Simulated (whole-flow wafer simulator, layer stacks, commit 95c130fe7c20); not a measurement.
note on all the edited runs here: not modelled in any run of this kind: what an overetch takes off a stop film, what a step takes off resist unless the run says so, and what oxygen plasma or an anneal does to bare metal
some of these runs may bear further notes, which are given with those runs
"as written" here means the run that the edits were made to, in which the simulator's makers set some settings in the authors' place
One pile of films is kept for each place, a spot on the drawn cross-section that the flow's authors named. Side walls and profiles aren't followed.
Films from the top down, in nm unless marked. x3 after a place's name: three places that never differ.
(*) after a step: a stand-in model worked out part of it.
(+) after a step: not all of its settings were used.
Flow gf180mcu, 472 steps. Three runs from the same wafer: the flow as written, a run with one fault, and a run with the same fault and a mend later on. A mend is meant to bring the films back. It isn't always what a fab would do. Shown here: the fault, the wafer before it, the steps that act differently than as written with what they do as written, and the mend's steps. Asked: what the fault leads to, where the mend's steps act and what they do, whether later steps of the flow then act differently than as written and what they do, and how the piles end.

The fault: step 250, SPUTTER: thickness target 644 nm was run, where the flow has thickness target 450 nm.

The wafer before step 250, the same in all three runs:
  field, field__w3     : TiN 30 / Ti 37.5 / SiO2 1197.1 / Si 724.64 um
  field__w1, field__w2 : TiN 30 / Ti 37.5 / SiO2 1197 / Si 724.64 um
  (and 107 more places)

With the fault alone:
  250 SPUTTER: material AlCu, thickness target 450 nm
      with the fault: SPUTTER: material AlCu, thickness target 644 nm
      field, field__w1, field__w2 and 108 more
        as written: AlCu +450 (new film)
        with the fault: AlCu +644 (new film)
  Later steps of the flow that act differently than as written:
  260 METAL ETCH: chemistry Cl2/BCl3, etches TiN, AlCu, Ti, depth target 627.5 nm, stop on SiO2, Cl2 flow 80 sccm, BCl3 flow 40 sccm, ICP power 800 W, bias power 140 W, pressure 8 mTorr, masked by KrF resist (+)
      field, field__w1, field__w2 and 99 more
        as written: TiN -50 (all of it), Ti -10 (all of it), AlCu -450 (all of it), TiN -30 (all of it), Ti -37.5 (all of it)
        with the fault: TiN -50 (all of it), Ti -10 (all of it), AlCu -567.5
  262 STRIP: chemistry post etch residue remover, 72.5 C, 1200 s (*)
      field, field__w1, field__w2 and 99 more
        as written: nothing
        with the fault: AlCu -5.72
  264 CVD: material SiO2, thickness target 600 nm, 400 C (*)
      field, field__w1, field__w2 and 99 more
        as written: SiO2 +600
        with the fault: SiO2 +600 (new film)
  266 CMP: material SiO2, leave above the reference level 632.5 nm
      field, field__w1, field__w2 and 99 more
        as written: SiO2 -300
        with the fault: SiO2 -244.3
  At the end the piles differ from the flow's by more than 2% or 0.5 nm, whichever is larger, at field, field__w1, field__w2 and 109 more.
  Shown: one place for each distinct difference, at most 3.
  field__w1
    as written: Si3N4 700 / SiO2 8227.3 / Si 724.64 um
    with the fault: Si3N4 700 / SiO2 7086 / AlCu 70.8 / TiN 30 / Ti 37.5 / SiO2 1197 / Si 724.64 um
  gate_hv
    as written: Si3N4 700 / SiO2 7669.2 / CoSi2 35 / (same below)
    with the fault: Si3N4 700 / SiO2 7086 / AlCu 70.8 / TiN 30 / Ti 37.5 / SiO2 638.9 / CoSi2 35 / (same below)
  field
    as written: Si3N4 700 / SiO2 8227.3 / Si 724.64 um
    with the fault: Si3N4 700 / SiO2 7086 / AlCu 70.8 / TiN 30 / Ti 37.5 / SiO2 1197.1 / Si 724.64 um

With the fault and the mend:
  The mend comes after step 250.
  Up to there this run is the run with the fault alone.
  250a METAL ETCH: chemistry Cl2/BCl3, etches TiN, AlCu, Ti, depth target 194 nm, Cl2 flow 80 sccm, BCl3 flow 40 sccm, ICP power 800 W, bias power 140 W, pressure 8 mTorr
      field, field__w1, field__w2 and 108 more
        AlCu -194
  No later step of the flow acts differently than as written at any place that is followed.
  At the end the piles are the same as the flow's at every place that both follow.
